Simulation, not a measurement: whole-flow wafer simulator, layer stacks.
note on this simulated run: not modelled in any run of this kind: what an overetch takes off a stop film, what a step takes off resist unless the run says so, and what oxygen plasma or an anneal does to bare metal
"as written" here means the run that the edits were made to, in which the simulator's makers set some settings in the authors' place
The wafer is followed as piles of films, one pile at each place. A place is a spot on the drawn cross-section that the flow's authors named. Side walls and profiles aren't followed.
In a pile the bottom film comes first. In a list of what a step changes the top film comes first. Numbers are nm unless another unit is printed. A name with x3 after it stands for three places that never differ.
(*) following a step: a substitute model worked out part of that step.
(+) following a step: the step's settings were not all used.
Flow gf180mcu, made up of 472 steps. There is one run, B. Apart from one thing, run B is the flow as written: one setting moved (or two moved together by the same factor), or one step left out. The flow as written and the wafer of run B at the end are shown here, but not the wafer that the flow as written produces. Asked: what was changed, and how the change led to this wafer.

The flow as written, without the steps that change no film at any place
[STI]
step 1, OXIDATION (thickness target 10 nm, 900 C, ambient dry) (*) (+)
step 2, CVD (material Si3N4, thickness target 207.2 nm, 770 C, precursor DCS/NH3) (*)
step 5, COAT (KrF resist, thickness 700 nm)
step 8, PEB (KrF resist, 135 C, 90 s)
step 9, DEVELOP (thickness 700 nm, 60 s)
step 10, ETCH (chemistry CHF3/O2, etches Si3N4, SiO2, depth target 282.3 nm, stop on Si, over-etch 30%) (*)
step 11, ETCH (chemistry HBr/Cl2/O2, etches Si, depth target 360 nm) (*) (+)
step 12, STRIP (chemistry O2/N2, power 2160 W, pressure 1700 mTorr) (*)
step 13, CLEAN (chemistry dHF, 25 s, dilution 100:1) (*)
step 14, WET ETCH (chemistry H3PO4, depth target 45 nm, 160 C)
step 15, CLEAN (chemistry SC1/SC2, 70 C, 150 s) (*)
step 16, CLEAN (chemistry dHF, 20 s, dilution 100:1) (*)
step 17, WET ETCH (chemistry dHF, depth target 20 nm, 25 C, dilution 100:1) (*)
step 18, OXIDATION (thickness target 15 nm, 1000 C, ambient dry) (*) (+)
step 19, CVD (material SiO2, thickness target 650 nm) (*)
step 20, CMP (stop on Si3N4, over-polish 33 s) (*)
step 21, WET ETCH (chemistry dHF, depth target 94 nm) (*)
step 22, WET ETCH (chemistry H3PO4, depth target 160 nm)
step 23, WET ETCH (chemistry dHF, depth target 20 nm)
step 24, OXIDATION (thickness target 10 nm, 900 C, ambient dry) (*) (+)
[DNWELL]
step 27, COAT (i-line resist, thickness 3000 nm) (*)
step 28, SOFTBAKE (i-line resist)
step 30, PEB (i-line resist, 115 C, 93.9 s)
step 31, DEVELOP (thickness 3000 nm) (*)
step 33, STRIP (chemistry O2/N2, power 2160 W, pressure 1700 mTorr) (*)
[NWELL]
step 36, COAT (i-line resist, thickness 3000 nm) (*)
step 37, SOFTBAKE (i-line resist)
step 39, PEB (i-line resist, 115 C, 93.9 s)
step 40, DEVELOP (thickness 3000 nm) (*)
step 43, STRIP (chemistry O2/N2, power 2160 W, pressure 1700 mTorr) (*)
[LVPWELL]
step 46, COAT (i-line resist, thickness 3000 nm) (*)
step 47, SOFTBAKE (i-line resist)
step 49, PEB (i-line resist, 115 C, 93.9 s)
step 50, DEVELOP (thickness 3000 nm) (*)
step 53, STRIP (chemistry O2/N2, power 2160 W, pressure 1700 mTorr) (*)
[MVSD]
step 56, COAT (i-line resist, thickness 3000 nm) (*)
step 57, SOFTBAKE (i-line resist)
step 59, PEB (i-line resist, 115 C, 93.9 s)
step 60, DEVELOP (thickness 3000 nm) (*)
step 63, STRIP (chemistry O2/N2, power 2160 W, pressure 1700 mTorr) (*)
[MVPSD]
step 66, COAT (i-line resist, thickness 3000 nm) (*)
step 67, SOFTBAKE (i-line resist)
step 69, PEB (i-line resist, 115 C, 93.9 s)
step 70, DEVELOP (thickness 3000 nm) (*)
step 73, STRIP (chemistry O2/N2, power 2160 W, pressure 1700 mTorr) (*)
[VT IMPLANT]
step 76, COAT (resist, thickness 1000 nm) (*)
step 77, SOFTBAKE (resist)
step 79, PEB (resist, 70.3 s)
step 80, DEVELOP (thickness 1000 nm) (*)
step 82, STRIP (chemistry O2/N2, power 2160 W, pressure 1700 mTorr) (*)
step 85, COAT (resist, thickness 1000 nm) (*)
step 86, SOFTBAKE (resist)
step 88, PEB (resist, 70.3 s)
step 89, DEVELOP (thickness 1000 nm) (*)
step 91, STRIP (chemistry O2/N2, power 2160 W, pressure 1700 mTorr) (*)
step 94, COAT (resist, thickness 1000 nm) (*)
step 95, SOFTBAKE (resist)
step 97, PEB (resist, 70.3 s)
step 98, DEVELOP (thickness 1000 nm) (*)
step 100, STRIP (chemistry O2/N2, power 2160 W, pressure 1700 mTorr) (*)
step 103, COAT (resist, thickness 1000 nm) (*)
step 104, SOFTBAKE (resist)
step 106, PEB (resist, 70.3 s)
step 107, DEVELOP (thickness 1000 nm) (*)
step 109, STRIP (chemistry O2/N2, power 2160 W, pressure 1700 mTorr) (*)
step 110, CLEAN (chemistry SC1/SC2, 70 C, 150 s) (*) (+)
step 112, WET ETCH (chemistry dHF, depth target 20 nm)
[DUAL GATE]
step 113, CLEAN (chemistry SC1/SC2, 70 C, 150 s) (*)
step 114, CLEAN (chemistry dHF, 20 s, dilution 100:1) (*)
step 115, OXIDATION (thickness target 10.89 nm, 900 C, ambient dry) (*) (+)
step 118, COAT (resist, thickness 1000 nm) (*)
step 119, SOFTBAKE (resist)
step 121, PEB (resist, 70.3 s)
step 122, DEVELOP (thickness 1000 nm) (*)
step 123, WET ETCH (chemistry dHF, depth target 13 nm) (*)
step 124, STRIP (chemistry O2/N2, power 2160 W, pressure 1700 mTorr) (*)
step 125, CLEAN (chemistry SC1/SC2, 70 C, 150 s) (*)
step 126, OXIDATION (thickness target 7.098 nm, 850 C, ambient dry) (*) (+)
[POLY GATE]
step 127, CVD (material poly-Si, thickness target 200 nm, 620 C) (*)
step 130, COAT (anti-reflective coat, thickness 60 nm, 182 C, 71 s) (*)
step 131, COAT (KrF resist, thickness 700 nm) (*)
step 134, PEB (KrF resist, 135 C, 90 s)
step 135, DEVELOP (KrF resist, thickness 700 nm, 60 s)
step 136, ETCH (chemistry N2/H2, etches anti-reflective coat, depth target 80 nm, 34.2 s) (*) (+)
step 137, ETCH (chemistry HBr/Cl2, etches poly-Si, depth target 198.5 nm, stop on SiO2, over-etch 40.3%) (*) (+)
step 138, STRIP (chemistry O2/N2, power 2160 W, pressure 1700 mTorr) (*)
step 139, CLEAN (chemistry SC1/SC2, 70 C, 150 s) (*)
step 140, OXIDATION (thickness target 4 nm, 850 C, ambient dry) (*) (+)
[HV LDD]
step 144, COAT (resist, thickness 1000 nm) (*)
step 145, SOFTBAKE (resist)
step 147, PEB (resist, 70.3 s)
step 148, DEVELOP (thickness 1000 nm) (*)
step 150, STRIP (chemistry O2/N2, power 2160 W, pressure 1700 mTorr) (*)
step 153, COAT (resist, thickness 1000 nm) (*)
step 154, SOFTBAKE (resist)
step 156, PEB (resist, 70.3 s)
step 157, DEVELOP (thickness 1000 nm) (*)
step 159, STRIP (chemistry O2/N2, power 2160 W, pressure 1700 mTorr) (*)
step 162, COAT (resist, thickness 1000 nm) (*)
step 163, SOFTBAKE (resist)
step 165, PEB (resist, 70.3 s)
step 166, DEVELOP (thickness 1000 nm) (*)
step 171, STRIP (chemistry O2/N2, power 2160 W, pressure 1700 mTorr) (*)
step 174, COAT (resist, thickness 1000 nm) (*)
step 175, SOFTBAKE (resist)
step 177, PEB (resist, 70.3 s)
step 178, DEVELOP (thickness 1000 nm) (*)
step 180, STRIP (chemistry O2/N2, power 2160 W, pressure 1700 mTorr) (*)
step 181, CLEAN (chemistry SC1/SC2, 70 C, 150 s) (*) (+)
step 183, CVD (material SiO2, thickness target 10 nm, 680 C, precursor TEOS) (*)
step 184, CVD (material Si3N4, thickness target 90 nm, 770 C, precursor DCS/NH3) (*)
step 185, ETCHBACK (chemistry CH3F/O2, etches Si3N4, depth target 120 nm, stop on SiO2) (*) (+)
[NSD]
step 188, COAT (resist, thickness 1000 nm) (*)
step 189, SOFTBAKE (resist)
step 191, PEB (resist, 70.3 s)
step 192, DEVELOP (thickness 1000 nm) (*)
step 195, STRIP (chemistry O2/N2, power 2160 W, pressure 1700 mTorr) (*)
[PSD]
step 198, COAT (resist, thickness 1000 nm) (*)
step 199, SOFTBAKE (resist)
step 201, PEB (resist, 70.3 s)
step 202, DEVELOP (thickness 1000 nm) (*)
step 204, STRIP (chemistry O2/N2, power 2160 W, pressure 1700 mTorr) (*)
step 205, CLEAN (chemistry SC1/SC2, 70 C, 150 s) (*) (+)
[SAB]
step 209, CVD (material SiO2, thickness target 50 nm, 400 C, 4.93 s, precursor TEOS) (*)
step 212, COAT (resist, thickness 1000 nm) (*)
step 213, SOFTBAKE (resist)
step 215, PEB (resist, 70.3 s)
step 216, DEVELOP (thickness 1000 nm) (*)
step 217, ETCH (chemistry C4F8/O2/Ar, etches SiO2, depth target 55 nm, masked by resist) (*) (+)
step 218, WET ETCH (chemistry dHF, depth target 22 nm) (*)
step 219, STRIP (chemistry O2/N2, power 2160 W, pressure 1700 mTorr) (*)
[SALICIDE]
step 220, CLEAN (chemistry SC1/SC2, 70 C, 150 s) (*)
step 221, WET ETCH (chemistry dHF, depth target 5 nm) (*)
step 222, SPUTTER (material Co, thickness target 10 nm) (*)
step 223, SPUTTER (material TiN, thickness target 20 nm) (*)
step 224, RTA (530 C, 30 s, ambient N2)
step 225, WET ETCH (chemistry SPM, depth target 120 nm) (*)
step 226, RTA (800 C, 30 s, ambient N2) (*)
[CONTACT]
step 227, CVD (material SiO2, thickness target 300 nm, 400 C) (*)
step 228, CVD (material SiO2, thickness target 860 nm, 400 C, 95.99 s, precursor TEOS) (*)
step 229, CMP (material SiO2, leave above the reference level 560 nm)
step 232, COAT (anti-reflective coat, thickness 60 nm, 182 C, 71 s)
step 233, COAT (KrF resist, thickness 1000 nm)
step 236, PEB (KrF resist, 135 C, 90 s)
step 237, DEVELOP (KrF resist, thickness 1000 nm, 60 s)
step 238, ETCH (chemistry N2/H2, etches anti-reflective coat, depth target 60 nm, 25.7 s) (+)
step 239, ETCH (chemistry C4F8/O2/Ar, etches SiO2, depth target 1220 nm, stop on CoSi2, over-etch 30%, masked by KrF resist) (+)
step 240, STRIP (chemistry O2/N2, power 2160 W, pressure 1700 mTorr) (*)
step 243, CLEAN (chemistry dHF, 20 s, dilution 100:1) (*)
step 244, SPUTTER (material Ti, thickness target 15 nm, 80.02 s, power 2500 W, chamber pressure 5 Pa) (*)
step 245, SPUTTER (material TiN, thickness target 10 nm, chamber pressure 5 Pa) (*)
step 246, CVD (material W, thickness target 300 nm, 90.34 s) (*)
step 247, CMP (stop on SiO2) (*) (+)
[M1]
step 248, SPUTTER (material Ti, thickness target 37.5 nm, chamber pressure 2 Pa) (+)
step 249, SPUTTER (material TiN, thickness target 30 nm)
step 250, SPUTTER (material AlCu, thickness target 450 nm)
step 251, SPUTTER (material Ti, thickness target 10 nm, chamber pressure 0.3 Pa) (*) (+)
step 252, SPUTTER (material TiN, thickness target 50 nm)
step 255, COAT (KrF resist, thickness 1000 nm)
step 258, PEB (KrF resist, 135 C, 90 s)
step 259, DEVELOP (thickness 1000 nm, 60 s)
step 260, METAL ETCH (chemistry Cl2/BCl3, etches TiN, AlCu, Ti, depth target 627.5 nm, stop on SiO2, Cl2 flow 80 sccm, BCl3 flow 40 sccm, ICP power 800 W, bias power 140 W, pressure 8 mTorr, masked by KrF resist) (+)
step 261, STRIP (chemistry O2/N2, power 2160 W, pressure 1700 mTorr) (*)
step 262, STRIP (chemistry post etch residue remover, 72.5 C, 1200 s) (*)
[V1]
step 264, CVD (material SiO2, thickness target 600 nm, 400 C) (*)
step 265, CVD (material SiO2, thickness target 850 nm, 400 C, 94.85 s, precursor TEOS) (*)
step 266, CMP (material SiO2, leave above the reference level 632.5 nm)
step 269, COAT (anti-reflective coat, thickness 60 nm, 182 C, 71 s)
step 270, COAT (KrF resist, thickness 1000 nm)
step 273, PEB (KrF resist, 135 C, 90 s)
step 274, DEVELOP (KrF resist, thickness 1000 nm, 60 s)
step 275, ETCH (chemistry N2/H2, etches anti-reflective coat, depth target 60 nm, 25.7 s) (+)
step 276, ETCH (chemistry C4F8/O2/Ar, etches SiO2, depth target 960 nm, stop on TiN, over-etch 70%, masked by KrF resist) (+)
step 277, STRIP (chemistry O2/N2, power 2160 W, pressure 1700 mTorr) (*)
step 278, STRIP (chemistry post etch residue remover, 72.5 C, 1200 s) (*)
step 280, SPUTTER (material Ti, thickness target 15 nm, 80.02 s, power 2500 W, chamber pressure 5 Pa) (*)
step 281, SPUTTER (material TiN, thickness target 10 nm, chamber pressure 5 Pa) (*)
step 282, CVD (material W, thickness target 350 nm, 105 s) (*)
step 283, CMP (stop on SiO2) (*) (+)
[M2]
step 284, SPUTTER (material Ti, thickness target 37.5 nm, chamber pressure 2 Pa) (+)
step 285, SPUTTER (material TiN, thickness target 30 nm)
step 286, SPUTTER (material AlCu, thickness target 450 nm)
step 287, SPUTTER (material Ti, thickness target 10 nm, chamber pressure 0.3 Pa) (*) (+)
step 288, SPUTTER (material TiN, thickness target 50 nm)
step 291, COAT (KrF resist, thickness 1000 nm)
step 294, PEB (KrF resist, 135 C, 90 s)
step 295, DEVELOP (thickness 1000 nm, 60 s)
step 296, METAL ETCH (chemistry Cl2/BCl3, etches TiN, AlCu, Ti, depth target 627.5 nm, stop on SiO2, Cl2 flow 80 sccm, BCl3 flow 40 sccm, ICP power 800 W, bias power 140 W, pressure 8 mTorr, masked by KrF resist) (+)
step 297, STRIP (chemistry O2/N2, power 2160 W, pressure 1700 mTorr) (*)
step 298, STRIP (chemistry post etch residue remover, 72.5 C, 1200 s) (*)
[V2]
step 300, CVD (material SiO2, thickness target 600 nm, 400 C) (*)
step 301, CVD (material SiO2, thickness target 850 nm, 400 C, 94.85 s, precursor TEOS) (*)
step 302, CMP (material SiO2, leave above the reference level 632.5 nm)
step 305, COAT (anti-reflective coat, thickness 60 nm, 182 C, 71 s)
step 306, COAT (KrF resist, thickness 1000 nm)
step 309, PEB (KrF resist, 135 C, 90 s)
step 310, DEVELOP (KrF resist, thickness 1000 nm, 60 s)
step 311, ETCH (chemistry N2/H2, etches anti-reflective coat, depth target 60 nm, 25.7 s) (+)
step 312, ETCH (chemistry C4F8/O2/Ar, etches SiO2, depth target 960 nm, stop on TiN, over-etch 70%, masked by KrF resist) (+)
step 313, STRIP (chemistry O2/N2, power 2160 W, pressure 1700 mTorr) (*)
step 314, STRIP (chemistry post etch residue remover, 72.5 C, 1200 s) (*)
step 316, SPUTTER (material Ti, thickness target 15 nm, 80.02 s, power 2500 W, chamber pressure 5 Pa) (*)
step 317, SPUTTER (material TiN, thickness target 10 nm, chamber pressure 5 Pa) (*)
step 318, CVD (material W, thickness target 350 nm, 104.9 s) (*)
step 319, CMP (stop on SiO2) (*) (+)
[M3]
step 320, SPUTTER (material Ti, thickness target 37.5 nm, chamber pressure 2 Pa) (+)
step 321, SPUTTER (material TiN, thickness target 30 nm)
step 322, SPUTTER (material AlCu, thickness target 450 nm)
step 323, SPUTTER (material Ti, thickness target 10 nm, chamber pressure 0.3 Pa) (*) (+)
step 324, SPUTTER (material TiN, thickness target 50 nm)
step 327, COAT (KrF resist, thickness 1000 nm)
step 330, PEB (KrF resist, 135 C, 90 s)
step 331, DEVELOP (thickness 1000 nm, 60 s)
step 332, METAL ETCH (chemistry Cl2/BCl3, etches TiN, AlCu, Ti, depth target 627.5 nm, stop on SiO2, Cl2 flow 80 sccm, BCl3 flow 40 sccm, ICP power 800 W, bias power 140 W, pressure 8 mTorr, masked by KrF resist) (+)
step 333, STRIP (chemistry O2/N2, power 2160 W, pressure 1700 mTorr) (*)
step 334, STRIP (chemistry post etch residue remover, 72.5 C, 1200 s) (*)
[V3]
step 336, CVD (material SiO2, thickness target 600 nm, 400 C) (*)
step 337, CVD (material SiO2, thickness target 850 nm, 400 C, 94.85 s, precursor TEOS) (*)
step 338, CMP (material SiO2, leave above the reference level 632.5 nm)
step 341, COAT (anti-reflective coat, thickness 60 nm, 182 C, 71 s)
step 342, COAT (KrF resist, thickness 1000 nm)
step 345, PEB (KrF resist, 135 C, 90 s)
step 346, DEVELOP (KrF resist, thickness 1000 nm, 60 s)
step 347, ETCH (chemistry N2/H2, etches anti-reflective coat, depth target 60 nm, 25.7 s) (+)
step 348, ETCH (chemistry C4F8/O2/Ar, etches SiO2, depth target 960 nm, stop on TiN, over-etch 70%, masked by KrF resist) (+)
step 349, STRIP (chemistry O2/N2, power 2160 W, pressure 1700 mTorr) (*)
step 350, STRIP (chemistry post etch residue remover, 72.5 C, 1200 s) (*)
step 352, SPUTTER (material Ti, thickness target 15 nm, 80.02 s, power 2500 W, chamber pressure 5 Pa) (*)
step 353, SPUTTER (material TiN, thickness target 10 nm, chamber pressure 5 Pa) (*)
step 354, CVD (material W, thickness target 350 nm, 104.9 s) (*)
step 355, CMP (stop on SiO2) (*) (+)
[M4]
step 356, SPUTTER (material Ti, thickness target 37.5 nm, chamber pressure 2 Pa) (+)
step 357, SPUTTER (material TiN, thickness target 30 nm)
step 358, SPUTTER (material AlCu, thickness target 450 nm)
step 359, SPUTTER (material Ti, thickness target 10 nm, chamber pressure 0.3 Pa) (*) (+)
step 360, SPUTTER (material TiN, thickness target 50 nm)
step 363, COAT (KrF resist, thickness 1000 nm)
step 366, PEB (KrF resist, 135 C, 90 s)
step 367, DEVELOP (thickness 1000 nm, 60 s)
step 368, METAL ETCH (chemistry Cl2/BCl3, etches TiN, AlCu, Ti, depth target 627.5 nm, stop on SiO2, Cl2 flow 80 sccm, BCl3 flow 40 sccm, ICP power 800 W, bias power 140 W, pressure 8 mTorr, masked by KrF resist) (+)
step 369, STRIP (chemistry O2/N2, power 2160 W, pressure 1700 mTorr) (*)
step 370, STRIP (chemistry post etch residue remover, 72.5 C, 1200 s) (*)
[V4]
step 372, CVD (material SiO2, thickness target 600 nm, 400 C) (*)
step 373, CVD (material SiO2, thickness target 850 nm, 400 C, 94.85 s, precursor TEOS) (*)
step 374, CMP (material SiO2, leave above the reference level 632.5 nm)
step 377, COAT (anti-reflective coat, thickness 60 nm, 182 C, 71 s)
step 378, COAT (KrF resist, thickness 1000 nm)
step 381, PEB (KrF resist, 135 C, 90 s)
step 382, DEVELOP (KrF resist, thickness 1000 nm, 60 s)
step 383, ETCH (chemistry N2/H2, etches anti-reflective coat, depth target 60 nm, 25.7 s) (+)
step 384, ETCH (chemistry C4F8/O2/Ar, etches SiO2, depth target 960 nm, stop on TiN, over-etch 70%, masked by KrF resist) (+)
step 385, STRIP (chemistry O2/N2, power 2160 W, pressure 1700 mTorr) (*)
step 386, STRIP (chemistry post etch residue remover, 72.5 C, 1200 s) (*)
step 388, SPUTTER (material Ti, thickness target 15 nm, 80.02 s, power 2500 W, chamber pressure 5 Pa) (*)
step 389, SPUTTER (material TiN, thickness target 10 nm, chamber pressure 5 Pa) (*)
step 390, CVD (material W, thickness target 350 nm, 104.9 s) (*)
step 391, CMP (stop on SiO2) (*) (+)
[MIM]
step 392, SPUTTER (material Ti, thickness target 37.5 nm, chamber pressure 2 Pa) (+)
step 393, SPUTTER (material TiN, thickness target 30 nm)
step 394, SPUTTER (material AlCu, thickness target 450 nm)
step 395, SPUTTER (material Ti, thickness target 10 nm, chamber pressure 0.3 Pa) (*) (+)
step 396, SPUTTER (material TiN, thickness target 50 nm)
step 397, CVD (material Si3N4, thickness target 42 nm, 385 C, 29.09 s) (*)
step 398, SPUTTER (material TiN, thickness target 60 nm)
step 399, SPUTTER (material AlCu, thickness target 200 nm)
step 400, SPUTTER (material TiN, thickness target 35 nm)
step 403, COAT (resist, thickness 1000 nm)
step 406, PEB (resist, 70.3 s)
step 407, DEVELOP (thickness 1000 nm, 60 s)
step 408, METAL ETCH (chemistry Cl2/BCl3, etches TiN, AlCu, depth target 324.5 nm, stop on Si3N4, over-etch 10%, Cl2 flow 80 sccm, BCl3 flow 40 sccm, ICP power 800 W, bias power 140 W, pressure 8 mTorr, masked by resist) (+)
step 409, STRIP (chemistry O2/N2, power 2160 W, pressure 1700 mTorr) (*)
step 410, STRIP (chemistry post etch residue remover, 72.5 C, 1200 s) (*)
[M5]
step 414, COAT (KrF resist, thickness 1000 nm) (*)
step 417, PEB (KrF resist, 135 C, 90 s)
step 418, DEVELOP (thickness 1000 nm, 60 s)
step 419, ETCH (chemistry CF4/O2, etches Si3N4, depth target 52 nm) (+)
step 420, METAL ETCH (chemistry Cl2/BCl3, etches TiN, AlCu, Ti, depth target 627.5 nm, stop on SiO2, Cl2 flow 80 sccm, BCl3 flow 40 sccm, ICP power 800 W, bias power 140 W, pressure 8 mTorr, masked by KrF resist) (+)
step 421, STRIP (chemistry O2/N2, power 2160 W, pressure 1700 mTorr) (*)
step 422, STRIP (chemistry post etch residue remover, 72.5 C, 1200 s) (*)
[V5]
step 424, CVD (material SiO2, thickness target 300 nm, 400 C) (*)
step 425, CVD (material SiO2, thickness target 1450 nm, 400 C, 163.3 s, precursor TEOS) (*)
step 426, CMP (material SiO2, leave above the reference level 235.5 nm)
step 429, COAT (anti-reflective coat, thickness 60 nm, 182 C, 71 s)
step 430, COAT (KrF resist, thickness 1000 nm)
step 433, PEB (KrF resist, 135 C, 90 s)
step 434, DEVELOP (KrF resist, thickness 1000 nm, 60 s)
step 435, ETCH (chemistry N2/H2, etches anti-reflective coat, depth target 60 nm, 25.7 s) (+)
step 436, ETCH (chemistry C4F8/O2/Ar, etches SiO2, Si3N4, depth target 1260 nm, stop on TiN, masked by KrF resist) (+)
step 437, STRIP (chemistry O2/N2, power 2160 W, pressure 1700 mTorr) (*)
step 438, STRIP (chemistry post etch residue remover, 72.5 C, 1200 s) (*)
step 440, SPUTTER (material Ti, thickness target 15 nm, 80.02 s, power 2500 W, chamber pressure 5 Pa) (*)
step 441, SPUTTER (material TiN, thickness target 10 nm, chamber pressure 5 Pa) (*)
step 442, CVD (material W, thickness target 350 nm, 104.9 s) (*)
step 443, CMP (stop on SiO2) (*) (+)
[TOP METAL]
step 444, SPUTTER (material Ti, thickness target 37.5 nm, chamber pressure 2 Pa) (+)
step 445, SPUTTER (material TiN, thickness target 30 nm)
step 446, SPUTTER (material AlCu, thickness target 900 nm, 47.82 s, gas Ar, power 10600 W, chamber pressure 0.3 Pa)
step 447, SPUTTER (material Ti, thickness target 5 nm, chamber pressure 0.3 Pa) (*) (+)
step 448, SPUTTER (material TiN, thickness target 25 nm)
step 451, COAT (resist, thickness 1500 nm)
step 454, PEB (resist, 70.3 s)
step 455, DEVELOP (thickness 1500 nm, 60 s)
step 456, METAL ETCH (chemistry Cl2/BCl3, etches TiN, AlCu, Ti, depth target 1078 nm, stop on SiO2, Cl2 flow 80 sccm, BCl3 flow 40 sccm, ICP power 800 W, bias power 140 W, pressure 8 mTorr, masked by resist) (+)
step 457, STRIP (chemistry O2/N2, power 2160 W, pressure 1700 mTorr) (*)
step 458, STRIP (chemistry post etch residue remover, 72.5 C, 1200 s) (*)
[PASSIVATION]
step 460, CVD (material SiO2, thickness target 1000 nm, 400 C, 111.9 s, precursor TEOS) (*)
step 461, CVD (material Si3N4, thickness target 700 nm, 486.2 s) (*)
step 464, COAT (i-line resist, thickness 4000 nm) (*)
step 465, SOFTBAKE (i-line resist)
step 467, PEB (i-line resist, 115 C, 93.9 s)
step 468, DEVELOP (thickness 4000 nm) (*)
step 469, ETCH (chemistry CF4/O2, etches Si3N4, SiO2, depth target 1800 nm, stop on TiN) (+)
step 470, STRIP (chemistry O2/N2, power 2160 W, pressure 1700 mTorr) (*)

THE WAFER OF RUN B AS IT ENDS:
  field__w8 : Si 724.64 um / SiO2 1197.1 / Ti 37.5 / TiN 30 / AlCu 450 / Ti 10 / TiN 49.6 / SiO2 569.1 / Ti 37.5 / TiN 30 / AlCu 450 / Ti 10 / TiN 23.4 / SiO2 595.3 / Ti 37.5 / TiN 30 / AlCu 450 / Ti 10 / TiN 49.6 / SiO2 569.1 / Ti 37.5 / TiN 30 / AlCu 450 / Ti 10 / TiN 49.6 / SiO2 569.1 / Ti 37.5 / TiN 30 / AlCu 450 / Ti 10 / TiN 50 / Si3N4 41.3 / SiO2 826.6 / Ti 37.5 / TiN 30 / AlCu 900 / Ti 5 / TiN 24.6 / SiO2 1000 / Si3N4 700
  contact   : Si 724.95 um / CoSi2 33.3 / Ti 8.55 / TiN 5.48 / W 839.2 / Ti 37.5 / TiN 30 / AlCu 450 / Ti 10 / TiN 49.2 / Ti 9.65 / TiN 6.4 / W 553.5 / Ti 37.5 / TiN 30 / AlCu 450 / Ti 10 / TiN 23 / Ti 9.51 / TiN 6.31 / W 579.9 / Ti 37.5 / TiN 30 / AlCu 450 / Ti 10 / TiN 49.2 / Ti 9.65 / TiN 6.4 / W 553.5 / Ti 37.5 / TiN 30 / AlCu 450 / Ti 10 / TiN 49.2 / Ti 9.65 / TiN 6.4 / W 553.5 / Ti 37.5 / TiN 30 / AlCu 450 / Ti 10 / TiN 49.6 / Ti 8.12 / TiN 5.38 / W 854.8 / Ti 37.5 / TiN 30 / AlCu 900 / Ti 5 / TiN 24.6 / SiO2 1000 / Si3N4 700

The reason: step 288, SPUTTER: thickness target 23.8 nm was run, while the flow as written has thickness target 50 nm.

How this came from the change, step by step:
  step 288, SPUTTER (material TiN, thickness target 50 nm)
      field, field__w1, field__w2 and 108 more: TiN gains 23.8 (new film) (in the flow as written it would be: TiN gains 50 (new film))
  step 296, METAL ETCH (chemistry Cl2/BCl3, etches TiN, AlCu, Ti, depth target 627.5 nm, stop on SiO2, Cl2 flow 80 sccm, BCl3 flow 40 sccm, ICP power 800 W, bias power 140 W, pressure 8 mTorr, masked by KrF resist) (+)
      field, field__w1, field__w2 and 103 more: TiN loses 23.8 (all of it), Ti loses 10 (all of it), AlCu loses 450 (all of it), TiN loses 30 (all of it), Ti loses 37.5 (all of it) (in the flow as written it would be: TiN loses 50 (all of it), Ti loses 10 (all of it), AlCu loses 450 (all of it), TiN loses 30 (all of it), Ti loses 37.5 (all of it))
  step 302, CMP (material SiO2, leave above the reference level 632.5 nm)
      field__w8, contact, m1, m1__w1, m1_nw: SiO2 loses 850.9 (in the flow as written it would be: SiO2 loses 877.1)
  step 312, ETCH (chemistry C4F8/O2/Ar, etches SiO2, depth target 960 nm, stop on TiN, over-etch 70%, masked by KrF resist) (+)
      contact: SiO2 loses 598.7 (all of it) (in the flow as written it would be: SiO2 loses 572.5 (all of it))
  step 318, CVD (material W, thickness target 350 nm, 104.9 s) (*)
      contact: W gains 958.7 (new film) (in the flow as written it would be: W gains 932.3 (new film))
